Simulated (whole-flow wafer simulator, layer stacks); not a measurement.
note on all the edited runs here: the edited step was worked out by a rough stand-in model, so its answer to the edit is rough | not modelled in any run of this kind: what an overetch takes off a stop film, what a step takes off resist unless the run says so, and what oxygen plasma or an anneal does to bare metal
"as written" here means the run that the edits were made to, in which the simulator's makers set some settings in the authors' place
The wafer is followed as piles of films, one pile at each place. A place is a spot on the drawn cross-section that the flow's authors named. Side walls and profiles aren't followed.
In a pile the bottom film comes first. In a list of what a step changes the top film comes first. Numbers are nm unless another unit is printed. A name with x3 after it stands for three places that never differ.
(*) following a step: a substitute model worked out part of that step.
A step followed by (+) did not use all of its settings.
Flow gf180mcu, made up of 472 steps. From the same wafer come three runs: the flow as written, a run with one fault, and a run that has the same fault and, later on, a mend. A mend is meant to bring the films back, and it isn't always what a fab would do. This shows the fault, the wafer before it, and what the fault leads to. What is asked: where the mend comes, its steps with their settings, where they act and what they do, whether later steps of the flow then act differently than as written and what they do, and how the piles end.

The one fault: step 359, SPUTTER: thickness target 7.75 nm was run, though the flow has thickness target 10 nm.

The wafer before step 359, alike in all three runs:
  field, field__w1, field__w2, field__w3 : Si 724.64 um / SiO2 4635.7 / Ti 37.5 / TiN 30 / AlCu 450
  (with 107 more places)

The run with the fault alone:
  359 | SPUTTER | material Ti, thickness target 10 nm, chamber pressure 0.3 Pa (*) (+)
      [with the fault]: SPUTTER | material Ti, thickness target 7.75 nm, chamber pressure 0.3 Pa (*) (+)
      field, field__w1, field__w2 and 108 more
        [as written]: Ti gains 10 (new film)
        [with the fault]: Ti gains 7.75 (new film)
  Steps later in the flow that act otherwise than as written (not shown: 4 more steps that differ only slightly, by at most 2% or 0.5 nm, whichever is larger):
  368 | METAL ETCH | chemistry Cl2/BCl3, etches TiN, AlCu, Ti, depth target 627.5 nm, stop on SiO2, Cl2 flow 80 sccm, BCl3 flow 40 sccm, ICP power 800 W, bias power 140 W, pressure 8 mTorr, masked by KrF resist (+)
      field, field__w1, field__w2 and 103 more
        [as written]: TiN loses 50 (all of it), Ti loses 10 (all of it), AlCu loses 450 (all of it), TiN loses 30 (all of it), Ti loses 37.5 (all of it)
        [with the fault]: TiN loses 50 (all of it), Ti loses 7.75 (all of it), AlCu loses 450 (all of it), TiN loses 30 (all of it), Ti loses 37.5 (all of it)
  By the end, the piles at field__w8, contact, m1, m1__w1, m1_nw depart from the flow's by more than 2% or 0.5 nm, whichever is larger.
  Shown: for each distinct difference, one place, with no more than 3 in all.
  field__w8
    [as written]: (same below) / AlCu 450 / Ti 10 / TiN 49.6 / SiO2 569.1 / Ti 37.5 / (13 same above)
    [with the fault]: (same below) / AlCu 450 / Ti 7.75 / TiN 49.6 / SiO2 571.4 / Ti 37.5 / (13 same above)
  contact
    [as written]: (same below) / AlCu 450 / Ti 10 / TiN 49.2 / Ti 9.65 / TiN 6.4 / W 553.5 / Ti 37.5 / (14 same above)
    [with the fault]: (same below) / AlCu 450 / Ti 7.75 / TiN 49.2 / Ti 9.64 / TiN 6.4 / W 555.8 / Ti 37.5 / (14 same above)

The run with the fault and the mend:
  After step 359 comes the mend.
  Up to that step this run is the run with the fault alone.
  359a | SPUTTER | material Ti, thickness target 2.25 nm, chamber pressure 0.3 Pa (*) (+) (the flow's step 359, run once more with other settings)
      field, field__w1, field__w2 and 108 more
        Ti gains 2.25
  None of the later steps of the flow acts differently than as written at any place that is followed.
  At every place that both follow, the piles at the end match the flow's.
